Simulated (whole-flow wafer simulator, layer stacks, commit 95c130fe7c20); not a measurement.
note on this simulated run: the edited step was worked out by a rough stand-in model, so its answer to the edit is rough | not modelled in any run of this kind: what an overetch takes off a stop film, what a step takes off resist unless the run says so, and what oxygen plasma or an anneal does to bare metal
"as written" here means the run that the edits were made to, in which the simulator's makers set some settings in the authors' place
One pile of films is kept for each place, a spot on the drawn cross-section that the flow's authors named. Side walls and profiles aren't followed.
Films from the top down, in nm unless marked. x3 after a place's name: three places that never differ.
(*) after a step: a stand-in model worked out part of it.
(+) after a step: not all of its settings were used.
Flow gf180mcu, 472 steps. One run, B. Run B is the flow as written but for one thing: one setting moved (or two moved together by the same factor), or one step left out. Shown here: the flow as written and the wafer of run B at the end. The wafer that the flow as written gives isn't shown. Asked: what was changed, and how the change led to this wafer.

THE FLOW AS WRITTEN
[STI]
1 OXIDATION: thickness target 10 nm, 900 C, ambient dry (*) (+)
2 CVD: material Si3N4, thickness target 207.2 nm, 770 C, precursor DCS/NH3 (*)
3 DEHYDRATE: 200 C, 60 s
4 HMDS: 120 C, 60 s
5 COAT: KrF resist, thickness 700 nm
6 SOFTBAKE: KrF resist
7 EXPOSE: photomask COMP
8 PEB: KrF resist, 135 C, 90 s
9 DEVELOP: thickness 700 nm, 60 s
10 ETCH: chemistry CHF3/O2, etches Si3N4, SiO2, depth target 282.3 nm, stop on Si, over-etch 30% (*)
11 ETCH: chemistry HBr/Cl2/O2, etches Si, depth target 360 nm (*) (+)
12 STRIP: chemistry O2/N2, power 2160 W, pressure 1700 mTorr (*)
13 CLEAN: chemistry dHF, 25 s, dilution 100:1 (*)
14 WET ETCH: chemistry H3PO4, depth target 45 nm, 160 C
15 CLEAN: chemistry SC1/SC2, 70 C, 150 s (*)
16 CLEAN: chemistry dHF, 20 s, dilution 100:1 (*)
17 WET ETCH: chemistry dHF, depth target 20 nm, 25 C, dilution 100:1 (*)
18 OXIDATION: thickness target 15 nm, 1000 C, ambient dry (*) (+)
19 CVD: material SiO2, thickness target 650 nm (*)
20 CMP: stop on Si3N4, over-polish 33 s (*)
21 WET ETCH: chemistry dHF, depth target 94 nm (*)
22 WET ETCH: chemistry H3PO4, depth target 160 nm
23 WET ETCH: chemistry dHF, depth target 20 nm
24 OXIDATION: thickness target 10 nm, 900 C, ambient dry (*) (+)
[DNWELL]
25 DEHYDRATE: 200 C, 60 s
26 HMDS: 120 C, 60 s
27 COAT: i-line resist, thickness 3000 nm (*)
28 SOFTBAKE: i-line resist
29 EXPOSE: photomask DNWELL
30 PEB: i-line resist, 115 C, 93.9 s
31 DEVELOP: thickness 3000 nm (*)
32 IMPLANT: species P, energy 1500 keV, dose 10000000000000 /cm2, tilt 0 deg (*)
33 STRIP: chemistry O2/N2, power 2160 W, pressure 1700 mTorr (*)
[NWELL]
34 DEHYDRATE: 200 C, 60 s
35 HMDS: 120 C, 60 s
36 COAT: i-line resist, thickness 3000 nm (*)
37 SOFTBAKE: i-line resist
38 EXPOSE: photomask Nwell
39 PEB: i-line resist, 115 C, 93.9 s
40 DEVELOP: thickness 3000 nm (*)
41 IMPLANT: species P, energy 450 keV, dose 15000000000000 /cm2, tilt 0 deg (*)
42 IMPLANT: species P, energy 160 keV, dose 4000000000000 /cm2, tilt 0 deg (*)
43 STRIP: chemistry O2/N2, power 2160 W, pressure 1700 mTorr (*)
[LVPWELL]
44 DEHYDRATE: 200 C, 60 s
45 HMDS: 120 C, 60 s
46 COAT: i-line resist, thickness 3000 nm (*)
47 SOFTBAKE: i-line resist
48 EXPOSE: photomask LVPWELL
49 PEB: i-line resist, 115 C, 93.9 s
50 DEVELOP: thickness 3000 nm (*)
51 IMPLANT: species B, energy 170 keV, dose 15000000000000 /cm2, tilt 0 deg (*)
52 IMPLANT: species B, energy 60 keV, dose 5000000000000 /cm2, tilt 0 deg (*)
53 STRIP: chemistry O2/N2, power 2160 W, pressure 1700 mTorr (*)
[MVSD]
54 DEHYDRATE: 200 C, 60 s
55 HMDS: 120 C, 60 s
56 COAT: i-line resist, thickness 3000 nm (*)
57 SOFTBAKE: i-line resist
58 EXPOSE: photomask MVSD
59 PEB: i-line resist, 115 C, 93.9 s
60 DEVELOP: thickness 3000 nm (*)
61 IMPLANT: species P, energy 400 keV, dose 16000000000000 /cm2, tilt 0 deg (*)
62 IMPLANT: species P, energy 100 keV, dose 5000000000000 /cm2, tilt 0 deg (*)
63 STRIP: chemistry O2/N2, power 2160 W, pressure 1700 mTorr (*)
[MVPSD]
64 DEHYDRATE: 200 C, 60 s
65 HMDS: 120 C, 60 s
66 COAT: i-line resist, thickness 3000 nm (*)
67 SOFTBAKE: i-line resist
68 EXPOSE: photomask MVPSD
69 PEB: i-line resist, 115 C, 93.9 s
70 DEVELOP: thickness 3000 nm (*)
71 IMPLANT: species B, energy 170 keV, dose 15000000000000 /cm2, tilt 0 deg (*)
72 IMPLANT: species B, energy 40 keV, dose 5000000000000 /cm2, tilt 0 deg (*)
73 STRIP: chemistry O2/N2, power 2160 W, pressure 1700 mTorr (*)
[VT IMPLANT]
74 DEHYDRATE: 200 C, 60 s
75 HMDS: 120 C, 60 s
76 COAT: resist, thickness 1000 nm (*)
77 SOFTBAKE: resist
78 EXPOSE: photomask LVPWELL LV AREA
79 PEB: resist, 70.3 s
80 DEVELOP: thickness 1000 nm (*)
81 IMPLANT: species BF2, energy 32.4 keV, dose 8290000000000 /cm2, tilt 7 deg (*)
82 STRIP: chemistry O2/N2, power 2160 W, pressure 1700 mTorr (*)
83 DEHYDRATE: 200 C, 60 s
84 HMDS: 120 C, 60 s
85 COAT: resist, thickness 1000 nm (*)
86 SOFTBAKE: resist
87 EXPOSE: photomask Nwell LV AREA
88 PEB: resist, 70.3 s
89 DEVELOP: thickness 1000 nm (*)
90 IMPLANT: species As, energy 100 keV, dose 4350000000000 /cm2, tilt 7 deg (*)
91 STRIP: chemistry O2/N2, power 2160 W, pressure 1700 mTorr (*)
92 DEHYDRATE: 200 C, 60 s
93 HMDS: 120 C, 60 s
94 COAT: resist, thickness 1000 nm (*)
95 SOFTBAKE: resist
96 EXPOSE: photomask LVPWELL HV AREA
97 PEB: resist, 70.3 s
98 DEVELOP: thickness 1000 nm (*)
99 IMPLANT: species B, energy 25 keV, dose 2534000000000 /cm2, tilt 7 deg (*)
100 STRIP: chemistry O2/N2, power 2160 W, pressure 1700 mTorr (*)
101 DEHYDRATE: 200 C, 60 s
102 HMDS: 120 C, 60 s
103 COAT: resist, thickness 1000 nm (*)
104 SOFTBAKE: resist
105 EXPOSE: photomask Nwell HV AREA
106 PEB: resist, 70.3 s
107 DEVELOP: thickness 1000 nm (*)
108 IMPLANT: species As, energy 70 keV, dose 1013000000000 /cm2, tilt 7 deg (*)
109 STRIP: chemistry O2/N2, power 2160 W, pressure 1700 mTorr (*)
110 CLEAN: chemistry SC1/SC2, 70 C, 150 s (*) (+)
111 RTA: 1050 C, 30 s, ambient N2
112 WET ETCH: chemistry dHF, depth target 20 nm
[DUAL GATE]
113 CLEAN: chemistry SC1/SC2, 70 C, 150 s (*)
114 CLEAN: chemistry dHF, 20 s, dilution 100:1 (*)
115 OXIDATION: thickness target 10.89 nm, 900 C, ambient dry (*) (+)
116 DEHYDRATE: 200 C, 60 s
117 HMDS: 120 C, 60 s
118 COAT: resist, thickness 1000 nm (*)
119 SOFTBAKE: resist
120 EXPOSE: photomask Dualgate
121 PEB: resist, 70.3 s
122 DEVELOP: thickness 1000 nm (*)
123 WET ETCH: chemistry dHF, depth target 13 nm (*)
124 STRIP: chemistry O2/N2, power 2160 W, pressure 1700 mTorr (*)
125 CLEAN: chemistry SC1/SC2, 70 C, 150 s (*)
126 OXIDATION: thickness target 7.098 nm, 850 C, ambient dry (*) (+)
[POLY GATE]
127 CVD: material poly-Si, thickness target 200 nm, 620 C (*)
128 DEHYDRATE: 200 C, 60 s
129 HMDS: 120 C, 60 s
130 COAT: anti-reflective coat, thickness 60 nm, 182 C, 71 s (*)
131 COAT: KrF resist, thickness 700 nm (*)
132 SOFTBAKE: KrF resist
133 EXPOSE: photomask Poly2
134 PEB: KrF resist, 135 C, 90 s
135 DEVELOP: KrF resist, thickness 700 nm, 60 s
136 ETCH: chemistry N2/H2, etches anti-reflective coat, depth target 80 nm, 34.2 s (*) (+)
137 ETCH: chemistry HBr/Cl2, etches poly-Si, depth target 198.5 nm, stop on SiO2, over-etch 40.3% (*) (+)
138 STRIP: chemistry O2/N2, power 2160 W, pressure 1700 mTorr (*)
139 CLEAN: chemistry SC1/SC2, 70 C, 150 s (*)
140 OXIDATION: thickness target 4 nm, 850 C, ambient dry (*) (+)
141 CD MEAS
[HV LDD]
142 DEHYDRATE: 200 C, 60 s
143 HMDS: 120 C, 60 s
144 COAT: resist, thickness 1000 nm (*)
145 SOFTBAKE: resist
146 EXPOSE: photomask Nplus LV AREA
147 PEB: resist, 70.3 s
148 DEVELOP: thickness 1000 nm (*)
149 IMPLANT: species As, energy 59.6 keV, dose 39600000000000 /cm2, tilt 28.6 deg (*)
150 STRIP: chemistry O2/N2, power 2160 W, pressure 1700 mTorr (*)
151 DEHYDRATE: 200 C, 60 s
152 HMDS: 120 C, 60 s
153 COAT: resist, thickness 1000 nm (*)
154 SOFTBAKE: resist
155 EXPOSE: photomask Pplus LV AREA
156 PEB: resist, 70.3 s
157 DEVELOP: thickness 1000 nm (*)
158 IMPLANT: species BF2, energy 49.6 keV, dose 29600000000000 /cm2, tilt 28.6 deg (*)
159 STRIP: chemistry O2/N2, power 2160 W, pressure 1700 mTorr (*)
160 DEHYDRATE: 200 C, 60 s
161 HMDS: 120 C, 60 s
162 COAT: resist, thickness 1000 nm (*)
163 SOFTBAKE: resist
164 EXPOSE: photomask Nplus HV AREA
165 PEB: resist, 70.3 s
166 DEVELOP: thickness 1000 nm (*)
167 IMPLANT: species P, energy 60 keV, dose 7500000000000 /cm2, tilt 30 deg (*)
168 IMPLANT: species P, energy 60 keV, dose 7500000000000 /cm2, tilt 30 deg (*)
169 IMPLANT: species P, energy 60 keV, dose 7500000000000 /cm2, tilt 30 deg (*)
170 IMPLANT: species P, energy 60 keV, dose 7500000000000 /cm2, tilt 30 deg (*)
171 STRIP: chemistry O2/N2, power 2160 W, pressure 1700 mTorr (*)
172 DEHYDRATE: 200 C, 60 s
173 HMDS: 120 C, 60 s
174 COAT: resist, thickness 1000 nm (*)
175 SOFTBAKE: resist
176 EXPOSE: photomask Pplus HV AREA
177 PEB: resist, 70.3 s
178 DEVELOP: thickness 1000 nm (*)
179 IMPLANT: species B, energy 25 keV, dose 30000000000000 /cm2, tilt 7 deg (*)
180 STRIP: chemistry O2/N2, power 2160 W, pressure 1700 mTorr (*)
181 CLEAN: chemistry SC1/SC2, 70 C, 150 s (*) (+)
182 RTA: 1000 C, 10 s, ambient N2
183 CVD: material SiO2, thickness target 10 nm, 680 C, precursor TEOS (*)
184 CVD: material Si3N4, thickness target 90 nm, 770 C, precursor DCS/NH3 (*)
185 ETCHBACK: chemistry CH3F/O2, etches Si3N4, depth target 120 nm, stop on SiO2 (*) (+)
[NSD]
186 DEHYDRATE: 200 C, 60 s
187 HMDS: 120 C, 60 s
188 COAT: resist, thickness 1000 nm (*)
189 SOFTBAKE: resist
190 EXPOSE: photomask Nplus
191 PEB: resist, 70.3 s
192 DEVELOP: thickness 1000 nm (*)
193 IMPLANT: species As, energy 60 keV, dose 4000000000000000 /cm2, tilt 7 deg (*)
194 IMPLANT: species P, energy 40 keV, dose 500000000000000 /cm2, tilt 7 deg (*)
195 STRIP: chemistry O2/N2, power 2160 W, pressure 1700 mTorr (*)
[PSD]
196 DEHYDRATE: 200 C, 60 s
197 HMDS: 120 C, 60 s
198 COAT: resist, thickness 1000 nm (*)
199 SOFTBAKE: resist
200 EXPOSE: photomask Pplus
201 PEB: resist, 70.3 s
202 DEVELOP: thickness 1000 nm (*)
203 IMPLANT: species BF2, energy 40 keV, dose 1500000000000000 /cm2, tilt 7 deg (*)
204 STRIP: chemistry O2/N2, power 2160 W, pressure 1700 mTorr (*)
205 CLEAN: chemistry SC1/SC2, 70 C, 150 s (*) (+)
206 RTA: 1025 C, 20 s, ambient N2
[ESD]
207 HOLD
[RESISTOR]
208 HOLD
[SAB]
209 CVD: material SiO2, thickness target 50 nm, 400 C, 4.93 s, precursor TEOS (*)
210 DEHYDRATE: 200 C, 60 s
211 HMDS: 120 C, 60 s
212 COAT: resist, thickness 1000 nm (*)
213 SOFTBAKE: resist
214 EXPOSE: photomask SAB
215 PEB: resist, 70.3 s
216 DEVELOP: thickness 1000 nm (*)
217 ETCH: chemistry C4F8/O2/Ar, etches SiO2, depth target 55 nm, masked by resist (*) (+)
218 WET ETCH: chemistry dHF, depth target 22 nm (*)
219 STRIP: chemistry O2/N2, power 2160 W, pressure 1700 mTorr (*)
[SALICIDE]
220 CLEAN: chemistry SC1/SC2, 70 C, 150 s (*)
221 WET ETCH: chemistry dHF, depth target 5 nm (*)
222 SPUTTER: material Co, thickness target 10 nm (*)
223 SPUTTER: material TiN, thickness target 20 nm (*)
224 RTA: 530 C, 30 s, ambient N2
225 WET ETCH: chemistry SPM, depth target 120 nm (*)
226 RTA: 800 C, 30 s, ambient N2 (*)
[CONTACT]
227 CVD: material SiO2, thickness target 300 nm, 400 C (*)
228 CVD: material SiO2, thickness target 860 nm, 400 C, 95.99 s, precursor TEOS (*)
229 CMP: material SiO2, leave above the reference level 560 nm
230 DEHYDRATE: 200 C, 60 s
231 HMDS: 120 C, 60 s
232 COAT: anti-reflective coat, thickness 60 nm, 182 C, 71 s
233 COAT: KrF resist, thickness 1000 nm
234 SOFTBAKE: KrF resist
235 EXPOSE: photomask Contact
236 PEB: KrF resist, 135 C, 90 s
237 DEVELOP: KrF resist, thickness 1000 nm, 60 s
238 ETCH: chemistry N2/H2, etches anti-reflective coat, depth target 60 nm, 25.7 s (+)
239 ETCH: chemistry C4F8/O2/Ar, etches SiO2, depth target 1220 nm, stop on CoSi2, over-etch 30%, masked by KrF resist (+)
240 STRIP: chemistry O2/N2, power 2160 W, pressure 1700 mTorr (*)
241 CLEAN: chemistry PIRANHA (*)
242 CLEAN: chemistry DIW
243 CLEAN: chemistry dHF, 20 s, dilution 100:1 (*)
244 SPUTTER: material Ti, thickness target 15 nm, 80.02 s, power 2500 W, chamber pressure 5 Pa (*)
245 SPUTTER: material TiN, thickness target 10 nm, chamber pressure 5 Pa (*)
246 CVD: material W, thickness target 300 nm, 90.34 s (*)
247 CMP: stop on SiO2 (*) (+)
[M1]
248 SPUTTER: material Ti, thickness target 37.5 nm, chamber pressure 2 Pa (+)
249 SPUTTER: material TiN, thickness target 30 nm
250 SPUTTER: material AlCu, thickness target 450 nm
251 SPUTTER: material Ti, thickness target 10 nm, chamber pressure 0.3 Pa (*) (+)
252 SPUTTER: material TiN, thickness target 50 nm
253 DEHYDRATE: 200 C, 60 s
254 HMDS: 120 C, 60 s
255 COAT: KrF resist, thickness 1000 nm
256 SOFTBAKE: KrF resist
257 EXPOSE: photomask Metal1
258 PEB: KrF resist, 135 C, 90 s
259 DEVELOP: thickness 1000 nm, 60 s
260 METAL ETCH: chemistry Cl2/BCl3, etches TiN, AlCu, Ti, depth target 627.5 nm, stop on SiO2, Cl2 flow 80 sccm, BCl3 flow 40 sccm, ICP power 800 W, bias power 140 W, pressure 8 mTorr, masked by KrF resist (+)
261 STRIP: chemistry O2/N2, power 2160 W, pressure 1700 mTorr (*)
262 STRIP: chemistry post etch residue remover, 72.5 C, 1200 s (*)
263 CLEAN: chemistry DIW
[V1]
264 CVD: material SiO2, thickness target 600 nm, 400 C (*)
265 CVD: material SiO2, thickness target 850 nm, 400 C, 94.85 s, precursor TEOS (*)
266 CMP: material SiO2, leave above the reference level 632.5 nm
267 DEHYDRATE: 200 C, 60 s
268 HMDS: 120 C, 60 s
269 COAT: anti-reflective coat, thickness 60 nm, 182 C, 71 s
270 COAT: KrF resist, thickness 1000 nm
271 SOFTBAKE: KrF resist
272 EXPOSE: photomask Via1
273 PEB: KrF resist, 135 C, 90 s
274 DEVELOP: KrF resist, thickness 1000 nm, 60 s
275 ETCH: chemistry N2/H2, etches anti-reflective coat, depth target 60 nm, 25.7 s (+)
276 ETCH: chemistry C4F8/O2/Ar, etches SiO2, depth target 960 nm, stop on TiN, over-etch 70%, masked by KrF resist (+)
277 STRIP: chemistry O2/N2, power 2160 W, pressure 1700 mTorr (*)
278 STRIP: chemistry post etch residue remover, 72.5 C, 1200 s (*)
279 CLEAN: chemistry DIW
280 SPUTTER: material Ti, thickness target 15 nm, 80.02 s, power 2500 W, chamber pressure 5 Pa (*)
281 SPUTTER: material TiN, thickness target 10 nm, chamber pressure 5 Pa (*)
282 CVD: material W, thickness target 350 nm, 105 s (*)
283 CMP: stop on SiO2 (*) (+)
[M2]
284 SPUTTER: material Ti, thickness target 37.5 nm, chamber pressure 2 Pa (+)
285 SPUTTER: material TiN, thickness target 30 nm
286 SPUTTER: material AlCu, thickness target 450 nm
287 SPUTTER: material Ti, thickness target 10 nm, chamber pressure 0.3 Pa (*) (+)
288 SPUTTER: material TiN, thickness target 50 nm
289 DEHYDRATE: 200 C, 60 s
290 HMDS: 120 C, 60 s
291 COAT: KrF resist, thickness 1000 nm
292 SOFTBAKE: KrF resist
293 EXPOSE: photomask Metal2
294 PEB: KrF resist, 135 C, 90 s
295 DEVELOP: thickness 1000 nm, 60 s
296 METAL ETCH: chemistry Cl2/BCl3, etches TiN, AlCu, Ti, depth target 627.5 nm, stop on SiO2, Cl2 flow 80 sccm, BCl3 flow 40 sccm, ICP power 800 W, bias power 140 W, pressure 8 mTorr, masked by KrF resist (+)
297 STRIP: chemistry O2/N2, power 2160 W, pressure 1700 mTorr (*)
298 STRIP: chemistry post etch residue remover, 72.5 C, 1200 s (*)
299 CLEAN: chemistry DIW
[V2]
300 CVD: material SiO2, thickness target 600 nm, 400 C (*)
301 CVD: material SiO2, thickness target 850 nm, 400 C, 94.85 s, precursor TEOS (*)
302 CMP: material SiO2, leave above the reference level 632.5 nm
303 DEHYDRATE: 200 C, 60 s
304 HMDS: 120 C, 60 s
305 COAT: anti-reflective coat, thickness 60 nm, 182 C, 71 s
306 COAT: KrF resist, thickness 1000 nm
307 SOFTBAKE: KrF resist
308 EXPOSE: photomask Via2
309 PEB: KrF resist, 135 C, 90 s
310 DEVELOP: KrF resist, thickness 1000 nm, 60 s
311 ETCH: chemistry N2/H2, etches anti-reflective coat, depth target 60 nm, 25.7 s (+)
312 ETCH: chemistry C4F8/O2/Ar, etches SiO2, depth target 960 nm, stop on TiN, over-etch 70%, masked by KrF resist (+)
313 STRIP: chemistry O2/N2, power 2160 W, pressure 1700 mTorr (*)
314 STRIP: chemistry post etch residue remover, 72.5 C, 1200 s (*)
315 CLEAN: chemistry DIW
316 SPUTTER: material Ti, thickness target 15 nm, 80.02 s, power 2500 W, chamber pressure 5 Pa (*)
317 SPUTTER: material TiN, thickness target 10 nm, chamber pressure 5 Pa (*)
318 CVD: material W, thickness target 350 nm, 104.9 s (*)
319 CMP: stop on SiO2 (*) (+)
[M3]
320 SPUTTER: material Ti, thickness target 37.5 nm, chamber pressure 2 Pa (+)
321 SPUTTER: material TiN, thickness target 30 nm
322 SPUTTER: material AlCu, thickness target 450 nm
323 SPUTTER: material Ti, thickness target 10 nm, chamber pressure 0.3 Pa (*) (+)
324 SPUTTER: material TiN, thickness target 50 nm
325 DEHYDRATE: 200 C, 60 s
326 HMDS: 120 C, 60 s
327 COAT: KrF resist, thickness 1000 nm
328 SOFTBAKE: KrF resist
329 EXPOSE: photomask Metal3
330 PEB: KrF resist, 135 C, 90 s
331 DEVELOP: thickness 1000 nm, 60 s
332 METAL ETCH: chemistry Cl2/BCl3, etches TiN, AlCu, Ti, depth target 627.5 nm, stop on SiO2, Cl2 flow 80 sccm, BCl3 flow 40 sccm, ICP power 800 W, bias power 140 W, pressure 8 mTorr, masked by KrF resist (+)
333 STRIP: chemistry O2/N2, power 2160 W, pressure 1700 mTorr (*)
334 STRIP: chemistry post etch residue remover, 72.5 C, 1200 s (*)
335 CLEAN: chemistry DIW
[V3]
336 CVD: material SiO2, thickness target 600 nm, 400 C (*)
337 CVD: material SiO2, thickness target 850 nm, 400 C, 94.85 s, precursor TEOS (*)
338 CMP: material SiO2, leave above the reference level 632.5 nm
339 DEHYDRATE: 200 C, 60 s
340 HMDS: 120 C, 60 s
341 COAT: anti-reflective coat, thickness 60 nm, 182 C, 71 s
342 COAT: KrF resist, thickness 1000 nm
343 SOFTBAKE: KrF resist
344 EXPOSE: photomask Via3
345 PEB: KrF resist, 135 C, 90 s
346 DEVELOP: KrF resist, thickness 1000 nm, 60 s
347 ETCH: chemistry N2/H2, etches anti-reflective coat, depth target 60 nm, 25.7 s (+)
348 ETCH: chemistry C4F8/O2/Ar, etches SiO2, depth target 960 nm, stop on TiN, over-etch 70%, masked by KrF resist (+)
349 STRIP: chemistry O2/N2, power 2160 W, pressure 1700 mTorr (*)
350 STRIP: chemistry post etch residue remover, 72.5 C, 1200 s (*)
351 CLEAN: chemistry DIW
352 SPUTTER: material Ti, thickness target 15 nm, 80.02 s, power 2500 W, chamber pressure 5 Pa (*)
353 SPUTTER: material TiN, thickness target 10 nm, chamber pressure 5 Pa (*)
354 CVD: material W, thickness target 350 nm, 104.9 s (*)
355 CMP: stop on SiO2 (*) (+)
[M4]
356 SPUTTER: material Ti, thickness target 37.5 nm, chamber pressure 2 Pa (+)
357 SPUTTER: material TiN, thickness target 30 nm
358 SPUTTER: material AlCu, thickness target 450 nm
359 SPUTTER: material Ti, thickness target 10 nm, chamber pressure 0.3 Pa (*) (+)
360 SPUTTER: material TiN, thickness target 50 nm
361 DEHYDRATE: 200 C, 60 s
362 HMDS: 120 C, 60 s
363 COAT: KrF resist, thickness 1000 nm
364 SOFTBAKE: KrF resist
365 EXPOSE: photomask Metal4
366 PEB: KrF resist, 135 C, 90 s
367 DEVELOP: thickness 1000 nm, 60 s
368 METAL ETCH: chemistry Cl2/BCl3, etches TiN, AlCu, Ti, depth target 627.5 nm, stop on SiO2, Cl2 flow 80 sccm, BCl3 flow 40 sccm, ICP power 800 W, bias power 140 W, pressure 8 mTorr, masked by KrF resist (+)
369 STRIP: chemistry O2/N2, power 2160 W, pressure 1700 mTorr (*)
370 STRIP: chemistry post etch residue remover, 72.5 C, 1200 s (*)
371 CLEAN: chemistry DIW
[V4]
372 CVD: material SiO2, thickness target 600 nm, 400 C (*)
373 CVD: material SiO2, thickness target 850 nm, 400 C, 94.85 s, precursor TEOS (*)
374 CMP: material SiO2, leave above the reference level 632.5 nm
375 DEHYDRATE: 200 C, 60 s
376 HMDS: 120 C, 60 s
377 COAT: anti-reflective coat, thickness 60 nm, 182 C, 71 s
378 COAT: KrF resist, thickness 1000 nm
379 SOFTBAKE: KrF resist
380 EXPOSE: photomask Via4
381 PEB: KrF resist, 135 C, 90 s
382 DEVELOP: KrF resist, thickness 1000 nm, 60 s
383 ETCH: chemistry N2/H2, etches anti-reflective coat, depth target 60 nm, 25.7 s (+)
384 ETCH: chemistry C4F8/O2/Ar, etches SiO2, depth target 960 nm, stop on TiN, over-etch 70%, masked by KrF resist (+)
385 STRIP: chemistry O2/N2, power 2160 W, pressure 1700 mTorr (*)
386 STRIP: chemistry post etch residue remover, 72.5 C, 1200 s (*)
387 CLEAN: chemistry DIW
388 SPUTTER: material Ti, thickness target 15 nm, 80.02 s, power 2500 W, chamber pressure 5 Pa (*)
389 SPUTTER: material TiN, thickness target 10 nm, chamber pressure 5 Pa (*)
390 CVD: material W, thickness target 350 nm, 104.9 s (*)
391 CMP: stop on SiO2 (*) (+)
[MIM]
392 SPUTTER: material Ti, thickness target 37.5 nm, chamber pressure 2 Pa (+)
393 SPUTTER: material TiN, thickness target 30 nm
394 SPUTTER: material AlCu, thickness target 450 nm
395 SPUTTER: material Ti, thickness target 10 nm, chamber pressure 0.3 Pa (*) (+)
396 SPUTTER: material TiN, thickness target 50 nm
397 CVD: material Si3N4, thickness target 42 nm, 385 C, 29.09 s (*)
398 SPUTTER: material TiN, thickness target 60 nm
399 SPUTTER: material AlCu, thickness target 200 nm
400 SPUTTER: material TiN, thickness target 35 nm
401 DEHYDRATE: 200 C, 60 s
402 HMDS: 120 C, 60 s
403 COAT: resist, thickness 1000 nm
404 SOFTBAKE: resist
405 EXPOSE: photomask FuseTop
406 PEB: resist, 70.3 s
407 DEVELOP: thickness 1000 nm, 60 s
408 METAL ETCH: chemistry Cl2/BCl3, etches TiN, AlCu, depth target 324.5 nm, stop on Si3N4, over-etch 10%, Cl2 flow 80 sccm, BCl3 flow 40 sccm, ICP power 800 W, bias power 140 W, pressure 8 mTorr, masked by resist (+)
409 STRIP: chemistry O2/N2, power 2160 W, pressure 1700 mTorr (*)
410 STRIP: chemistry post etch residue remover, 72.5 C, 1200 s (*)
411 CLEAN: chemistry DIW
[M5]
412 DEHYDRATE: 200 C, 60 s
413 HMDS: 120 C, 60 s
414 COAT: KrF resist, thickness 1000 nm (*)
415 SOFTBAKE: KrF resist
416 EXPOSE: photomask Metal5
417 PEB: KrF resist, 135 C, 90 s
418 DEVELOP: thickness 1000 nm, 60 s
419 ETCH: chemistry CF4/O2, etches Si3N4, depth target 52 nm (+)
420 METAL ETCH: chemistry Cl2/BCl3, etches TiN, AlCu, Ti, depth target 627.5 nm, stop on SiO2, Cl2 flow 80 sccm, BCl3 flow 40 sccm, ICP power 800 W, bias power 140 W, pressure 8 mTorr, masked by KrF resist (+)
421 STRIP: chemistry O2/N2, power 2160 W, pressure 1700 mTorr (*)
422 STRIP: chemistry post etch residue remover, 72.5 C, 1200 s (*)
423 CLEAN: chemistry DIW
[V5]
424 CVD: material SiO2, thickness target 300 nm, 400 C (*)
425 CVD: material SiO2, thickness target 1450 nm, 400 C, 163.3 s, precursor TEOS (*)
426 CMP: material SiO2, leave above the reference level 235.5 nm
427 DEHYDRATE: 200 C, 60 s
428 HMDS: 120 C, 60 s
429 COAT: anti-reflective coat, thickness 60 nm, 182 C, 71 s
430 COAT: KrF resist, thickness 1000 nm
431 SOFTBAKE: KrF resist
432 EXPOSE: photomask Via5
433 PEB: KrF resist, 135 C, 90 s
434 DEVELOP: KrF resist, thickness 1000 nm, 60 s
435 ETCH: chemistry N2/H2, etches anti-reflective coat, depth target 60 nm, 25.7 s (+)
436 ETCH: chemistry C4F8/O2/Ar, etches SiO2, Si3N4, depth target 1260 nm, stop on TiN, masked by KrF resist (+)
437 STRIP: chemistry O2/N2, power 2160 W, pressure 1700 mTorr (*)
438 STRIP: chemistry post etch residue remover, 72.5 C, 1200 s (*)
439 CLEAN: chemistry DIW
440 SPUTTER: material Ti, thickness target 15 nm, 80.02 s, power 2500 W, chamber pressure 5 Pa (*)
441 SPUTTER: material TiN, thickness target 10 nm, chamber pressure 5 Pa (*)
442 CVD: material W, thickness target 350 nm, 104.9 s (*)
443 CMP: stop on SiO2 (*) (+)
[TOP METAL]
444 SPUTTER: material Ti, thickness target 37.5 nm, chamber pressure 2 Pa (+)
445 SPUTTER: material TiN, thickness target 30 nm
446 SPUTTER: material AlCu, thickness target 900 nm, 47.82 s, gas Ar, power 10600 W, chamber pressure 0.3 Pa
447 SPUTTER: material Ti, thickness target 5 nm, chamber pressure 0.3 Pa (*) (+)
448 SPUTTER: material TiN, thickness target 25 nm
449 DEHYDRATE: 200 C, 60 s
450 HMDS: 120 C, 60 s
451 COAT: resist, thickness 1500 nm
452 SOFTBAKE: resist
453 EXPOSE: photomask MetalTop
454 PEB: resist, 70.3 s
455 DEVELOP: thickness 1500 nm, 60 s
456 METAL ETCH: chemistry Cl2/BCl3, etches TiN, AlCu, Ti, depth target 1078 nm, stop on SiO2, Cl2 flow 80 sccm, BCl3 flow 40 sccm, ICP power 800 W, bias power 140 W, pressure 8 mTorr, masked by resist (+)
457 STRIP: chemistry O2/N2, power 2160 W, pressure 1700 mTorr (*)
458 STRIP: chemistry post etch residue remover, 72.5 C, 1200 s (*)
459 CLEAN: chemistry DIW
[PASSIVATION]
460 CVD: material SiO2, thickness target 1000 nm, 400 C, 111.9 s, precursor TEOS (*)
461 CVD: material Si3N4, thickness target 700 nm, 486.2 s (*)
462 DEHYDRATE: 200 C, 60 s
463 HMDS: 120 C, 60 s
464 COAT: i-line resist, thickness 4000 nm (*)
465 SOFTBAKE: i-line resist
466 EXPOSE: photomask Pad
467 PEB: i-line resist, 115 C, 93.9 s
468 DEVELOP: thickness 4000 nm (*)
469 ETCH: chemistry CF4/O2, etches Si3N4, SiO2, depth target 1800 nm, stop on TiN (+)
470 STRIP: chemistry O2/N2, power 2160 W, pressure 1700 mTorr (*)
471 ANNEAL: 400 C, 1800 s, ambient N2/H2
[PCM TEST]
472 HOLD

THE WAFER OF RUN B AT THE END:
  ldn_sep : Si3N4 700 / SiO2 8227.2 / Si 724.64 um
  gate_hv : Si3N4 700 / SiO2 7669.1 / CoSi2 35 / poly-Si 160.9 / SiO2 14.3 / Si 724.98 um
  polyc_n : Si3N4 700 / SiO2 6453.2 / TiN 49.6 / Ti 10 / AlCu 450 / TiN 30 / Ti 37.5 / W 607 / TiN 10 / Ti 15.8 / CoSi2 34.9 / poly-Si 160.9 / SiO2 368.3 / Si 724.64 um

The cause: step 244, SPUTTER: 84.02 s was run, where the flow has 80.02 s.

How the change led to this, step by step:
  244 SPUTTER: material Ti, thickness target 15 nm, 80.02 s, power 2500 W, chamber pressure 5 Pa (*)
      field, field__w1, field__w2 and 107 more: Ti +15.8 (new film) (as written it would be: Ti +15 (new film))
  247 CMP: stop on SiO2 (*) (+)
      field, field__w1, field__w2 and 105 more: W -300 (all of it), TiN -10 (all of it), Ti -15.8 (all of it), SiO2 -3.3 (as written it would be: W -300 (all of it), TiN -10 (all of it), Ti -15 (all of it), SiO2 -3.29)
